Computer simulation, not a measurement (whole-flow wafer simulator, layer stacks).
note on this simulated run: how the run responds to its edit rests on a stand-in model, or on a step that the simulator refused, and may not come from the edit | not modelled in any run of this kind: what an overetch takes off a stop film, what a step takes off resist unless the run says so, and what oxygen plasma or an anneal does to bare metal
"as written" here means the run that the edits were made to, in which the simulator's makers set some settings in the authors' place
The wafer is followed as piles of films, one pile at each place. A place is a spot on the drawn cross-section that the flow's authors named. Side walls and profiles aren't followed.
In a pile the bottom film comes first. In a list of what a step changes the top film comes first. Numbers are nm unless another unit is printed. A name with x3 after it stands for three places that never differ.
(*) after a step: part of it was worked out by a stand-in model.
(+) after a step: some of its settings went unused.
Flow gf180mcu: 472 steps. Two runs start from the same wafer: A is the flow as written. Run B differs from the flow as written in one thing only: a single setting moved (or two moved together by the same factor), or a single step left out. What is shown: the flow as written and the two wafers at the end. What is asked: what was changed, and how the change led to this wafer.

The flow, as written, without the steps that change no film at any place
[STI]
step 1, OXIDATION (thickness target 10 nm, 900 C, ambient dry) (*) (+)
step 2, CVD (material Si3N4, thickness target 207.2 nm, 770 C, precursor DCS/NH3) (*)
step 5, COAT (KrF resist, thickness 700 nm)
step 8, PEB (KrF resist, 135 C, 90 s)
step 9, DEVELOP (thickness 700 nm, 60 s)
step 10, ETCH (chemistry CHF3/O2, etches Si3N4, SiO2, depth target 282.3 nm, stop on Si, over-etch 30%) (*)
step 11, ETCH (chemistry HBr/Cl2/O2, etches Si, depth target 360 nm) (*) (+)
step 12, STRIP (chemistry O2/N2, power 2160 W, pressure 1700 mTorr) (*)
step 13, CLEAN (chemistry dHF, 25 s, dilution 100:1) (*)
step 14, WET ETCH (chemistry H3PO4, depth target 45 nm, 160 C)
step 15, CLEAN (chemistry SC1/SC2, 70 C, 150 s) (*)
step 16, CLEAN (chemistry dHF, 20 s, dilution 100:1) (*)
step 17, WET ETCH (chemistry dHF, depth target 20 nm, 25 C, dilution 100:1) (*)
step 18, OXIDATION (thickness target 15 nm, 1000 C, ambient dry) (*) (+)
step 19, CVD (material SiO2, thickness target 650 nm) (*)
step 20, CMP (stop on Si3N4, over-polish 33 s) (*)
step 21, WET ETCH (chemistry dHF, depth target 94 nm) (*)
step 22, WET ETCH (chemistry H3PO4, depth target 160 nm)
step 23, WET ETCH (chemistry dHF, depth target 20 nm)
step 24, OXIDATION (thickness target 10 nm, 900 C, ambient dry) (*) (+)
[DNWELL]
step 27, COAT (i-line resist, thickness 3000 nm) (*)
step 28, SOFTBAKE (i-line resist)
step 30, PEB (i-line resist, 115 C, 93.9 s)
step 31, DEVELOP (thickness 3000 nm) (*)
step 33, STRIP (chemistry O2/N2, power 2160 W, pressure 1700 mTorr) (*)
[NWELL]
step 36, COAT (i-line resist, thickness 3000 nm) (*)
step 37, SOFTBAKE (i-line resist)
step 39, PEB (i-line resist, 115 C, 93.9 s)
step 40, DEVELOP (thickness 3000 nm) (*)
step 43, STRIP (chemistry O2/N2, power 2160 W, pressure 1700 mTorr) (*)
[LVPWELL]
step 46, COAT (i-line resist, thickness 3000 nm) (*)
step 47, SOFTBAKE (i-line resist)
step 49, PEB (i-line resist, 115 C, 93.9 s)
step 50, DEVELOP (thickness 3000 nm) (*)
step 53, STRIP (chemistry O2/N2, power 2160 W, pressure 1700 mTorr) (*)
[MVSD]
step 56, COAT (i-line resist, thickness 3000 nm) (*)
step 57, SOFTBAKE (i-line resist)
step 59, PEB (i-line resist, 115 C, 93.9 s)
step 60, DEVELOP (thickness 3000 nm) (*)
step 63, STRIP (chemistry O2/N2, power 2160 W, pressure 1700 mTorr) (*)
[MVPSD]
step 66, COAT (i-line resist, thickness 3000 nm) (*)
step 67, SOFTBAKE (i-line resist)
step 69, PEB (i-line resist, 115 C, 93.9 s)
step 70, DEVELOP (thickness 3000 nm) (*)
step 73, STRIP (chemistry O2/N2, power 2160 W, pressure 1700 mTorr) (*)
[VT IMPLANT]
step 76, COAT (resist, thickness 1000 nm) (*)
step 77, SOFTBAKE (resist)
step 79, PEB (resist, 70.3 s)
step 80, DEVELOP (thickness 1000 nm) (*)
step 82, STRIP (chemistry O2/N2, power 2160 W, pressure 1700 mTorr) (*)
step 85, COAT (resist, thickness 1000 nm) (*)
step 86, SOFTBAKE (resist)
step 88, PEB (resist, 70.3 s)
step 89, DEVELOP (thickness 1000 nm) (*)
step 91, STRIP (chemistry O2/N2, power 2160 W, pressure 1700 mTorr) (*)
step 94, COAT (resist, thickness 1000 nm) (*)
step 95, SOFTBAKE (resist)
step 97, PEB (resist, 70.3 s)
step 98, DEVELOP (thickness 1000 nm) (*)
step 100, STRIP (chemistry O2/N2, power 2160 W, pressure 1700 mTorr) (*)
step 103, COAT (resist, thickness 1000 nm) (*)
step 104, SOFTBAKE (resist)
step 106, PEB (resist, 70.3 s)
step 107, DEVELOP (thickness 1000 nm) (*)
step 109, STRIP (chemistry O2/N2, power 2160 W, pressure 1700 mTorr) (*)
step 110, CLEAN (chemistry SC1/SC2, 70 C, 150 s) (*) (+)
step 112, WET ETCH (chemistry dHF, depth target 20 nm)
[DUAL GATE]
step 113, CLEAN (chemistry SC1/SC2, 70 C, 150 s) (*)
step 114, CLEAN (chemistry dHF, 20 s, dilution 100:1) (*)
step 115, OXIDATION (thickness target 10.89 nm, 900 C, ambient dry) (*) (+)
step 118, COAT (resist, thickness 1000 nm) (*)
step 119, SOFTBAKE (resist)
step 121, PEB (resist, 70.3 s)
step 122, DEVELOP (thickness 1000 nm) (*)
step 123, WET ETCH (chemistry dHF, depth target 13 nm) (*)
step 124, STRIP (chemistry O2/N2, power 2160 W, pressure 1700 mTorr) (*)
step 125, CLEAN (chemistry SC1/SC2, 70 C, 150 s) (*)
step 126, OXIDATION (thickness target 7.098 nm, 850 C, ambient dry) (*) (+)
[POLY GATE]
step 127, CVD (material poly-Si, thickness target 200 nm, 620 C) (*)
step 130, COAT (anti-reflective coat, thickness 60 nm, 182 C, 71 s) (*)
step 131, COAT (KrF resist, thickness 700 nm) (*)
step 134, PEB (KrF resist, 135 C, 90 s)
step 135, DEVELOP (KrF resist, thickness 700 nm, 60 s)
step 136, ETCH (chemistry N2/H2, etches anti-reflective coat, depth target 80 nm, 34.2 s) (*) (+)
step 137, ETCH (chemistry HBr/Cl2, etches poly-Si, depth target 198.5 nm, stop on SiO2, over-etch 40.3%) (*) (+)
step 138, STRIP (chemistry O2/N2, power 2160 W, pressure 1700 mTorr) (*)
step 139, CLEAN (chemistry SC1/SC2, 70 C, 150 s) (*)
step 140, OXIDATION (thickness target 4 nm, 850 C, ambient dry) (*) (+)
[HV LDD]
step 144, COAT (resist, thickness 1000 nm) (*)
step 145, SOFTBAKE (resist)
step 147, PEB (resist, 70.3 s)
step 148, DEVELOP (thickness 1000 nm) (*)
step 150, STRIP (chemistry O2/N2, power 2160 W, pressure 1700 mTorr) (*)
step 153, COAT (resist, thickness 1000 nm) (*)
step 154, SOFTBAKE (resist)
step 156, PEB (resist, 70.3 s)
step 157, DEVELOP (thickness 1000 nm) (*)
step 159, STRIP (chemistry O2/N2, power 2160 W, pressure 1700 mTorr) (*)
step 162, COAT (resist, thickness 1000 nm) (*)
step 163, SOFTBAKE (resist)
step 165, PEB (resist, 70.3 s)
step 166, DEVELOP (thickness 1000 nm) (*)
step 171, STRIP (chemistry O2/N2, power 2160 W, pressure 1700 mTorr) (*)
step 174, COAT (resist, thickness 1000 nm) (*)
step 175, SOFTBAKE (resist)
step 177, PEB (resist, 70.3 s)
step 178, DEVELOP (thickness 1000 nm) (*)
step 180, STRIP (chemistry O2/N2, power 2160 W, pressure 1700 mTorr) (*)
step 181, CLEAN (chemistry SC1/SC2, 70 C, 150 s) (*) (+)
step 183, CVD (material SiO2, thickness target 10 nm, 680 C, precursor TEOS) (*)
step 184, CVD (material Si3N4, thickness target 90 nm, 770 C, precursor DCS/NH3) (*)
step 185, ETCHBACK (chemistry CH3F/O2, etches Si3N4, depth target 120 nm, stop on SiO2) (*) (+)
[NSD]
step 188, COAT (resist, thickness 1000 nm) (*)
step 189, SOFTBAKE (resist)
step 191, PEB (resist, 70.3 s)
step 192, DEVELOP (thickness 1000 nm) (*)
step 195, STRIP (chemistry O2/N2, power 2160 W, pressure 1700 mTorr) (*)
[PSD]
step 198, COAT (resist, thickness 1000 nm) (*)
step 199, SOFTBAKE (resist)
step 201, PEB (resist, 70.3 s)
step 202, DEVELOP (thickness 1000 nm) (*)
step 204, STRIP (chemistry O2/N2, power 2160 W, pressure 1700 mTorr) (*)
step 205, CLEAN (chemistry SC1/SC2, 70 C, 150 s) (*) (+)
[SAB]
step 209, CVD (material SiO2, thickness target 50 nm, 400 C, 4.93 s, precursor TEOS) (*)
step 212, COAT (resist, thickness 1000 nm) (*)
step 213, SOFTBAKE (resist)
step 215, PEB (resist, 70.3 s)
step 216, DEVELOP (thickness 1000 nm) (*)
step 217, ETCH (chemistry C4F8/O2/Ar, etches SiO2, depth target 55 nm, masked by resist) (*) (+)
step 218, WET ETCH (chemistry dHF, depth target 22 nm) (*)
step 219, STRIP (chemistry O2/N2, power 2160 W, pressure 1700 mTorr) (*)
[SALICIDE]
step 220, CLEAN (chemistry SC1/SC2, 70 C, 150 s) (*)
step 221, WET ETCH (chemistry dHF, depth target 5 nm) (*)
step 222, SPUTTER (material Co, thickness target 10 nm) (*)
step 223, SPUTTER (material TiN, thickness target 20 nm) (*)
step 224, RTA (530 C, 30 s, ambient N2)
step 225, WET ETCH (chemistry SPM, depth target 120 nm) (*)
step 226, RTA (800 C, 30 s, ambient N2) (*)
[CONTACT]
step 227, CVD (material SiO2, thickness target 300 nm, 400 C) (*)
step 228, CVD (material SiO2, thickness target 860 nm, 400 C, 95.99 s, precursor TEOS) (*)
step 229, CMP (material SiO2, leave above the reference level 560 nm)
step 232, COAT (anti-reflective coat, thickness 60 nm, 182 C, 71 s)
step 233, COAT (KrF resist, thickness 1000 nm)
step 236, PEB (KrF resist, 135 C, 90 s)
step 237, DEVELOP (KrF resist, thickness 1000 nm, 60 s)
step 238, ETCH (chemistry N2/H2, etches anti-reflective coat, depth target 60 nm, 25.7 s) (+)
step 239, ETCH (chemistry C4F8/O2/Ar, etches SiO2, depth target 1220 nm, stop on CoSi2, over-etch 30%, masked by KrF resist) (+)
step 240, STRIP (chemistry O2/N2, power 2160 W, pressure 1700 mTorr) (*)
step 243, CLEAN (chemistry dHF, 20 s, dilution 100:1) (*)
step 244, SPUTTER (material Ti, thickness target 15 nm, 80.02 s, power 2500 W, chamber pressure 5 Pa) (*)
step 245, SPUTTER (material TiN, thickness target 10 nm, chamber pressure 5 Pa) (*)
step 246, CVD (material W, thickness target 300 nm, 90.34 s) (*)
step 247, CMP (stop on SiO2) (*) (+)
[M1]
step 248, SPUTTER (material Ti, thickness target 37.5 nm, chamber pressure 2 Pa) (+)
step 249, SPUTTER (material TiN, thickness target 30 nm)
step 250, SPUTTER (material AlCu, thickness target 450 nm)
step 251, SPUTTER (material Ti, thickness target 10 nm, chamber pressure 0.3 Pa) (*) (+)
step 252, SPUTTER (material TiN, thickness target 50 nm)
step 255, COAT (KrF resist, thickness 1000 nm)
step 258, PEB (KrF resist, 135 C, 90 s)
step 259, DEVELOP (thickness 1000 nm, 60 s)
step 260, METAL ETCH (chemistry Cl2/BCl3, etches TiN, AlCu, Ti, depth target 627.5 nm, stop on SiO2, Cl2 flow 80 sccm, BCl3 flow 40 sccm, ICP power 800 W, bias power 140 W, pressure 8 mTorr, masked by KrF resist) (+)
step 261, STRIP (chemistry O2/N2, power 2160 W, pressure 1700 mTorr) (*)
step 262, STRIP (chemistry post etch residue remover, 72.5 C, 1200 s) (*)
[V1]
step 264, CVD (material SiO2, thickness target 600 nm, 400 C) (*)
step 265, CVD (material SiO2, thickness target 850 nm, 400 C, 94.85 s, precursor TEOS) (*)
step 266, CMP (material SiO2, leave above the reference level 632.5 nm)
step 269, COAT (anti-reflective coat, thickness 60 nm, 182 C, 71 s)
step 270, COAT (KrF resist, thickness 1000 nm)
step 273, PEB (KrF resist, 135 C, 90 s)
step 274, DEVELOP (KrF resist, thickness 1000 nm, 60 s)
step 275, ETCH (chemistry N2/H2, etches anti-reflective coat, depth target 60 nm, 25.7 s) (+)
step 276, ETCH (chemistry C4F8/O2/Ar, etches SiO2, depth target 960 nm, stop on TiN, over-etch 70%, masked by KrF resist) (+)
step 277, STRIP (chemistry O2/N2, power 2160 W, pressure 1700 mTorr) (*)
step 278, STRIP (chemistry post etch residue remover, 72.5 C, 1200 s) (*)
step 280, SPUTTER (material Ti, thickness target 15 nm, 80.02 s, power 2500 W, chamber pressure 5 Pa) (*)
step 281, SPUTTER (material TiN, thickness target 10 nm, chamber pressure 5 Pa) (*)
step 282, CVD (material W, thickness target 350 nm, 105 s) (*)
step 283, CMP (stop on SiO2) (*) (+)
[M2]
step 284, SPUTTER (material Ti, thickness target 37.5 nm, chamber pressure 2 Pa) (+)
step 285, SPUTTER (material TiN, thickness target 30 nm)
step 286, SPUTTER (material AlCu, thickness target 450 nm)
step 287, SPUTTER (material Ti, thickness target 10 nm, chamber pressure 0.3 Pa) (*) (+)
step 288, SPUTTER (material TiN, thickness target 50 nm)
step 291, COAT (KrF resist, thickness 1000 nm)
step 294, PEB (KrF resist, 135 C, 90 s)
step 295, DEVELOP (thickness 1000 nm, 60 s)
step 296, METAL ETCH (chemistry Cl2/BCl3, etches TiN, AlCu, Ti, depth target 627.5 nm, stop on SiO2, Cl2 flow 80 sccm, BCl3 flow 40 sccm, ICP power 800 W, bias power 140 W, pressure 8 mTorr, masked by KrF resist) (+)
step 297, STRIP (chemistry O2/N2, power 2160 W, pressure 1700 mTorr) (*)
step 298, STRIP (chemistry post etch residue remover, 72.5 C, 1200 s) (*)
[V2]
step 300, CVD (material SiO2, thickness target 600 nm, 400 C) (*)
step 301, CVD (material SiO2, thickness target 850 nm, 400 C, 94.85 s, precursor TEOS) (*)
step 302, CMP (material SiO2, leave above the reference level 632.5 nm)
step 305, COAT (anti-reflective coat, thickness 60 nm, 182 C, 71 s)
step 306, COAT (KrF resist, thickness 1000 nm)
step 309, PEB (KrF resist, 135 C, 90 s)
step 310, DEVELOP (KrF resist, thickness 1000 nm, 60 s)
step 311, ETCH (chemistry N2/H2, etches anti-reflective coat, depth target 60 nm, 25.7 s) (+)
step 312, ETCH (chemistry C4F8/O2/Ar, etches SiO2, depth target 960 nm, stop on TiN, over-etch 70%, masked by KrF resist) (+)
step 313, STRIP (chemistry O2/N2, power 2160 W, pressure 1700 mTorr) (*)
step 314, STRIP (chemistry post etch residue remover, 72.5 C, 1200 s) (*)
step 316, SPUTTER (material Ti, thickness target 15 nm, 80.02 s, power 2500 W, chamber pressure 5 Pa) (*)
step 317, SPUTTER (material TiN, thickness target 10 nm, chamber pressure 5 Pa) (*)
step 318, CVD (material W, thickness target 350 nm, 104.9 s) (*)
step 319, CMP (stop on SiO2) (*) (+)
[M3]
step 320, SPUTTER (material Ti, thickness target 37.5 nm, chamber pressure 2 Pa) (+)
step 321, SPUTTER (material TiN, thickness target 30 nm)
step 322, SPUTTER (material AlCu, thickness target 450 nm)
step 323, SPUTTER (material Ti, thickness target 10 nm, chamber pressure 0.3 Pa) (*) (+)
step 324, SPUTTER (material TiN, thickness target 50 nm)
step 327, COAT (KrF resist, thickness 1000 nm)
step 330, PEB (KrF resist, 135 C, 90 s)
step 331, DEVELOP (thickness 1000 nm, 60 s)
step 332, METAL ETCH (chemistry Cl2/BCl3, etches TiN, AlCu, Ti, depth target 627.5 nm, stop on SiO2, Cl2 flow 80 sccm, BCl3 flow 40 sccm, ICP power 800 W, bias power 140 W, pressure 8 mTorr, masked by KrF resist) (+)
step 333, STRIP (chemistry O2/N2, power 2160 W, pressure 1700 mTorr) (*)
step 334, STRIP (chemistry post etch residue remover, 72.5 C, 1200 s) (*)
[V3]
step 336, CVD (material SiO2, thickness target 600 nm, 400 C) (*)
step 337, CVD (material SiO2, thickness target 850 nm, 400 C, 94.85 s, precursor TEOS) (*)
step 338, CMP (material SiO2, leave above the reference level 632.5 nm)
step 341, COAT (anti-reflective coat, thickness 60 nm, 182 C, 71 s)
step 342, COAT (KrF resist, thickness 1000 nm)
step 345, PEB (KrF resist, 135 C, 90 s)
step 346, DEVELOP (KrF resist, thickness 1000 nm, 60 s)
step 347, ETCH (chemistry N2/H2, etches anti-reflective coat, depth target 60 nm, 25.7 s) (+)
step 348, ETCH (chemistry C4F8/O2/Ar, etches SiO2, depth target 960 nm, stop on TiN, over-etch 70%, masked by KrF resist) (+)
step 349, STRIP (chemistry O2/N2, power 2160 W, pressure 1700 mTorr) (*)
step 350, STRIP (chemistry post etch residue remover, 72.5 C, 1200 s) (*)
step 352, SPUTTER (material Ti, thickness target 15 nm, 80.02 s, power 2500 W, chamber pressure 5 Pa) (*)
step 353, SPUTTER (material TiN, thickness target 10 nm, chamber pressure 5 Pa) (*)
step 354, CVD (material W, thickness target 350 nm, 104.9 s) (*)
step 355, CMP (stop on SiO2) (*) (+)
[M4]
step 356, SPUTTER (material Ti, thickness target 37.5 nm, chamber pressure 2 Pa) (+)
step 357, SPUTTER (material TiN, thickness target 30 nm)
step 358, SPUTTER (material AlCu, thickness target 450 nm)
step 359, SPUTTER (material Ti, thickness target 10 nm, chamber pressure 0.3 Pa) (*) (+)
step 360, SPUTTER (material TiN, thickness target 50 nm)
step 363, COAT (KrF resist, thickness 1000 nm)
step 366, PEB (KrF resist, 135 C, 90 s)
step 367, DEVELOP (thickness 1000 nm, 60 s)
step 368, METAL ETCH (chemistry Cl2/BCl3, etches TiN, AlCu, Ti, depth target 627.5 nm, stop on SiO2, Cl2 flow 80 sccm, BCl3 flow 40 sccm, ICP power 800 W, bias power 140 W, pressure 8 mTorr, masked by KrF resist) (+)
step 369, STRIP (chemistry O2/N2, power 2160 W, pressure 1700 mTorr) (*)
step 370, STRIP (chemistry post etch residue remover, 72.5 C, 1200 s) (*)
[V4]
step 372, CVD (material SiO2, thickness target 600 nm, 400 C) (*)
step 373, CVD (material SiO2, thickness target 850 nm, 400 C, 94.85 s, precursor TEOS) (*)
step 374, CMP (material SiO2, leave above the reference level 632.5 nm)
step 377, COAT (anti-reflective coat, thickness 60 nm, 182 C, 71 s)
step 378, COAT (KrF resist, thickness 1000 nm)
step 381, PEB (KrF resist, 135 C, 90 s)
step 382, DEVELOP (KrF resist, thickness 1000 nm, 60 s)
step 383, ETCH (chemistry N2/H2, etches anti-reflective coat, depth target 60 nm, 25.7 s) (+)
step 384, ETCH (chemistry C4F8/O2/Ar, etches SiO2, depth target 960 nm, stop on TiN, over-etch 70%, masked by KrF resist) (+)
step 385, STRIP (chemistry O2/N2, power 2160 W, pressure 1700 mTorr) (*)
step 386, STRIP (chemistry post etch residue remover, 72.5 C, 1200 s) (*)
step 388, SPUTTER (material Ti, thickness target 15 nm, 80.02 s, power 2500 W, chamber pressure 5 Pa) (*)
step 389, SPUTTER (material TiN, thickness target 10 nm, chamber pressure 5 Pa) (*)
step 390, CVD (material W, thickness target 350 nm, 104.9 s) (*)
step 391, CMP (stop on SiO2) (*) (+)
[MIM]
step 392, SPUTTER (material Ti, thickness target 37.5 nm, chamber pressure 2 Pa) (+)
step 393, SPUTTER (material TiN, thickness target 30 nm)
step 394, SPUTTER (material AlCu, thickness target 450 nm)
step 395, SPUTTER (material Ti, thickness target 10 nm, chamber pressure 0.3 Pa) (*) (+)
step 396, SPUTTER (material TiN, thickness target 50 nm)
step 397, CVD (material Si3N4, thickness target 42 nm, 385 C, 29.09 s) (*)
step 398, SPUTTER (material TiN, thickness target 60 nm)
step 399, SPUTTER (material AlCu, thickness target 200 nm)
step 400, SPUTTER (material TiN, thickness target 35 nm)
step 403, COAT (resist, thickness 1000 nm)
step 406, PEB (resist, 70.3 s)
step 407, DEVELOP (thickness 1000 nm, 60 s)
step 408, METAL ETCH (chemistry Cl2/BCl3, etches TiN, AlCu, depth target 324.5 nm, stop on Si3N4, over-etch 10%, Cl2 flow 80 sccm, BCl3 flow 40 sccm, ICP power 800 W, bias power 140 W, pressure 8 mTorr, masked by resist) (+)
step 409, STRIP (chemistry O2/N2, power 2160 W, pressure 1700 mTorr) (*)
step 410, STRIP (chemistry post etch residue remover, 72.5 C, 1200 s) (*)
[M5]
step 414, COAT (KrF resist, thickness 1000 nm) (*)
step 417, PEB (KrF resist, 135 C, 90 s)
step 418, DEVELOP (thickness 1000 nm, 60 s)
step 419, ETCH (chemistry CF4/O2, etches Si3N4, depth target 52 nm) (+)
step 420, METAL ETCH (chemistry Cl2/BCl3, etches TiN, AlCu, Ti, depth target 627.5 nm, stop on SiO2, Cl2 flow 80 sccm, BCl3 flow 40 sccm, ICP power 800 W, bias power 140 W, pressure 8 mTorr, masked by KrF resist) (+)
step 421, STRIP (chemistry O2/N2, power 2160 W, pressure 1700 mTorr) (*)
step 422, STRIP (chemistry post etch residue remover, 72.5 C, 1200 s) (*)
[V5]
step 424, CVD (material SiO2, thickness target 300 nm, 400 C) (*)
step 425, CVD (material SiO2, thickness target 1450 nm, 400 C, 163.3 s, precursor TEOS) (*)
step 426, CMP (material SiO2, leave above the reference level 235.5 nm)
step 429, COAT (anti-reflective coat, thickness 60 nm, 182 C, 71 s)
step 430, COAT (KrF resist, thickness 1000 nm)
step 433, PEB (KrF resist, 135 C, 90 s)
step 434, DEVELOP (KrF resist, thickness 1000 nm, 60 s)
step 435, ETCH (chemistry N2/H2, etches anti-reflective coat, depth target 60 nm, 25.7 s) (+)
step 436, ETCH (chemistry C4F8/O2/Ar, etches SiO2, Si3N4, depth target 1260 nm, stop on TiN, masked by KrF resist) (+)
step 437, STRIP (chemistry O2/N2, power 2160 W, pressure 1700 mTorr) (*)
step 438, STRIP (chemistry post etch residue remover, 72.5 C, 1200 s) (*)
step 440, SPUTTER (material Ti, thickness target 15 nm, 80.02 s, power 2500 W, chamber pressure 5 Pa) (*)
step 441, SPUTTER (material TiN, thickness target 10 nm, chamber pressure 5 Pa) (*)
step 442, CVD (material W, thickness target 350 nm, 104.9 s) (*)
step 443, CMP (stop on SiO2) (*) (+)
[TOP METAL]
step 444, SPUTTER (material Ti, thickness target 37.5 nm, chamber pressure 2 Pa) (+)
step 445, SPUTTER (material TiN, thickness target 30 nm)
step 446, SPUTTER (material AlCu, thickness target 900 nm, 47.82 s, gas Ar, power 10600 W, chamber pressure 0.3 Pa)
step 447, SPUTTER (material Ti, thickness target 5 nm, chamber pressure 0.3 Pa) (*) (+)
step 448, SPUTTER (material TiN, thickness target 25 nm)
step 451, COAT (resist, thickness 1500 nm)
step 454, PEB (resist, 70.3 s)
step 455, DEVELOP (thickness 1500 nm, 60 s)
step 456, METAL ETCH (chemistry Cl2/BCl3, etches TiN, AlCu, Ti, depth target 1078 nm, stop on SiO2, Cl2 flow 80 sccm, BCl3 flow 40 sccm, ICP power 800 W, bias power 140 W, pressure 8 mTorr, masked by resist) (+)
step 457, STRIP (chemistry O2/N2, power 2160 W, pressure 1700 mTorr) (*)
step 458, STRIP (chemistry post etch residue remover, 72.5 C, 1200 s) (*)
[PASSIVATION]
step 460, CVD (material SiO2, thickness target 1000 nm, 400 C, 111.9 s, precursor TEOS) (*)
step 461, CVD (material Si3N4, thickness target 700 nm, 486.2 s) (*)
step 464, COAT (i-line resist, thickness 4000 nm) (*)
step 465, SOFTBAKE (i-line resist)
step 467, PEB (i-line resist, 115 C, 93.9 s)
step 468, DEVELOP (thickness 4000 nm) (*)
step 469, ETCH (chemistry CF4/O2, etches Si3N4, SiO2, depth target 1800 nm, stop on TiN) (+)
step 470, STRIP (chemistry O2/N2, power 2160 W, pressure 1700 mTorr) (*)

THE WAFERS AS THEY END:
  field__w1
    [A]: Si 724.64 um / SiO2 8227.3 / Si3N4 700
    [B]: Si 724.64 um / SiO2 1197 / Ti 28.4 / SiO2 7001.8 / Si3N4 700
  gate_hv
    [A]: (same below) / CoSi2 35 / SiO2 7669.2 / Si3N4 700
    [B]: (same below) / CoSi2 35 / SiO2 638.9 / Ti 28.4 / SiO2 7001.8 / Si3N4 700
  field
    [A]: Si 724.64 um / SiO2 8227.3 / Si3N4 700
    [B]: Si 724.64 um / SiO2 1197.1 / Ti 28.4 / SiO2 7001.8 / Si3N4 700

What caused this: step 260, METAL ETCH: depth target 549.1 nm was run, while the flow as written has depth target 627.5 nm.

How this came from the change, step by step:
  step 260, METAL ETCH (chemistry Cl2/BCl3, etches TiN, AlCu, Ti, depth target 627.5 nm, stop on SiO2, Cl2 flow 80 sccm, BCl3 flow 40 sccm, ICP power 800 W, bias power 140 W, pressure 8 mTorr, masked by KrF resist) (+)
      field, field__w1, field__w2 and 99 more: A -50 TiN (all of it), -10 Ti (all of it), -450 AlCu (all of it), -30 TiN (all of it), -37.5 Ti (all of it) | B -50 TiN (all of it), -10 Ti (all of it), -450 AlCu (all of it), -30 TiN (all of it), -9.1 Ti
      field__w8, contact, m1 and 6 more: A -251 KrF resist | B -219.6 KrF resist
  step 261, STRIP (chemistry O2/N2, power 2160 W, pressure 1700 mTorr) (*)
      field__w8, contact, m1 and 6 more: A -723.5 KrF resist (all of it) | B -754.9 KrF resist (all of it)
  step 264, CVD (material SiO2, thickness target 600 nm, 400 C) (*)
      field, field__w1, field__w2 and 99 more: A +600 SiO2 | B +600 SiO2 (new film)
  step 266, CMP (material SiO2, leave above the reference level 632.5 nm)
      field, field__w1, field__w2 and 99 more: A -300 SiO2 | B -328.4 SiO2
Taking metal films that touch as one body, field__w1 has 1 body; the flow as written gives 0 bodies.
Taking metal films that touch as one body, gate_hv has 2 bodies (between them, from the top down: SiO2 638.9); the flow as written gives 1 body.
Taking metal films that touch as one body, field has 1 body; the flow as written gives 0 bodies.
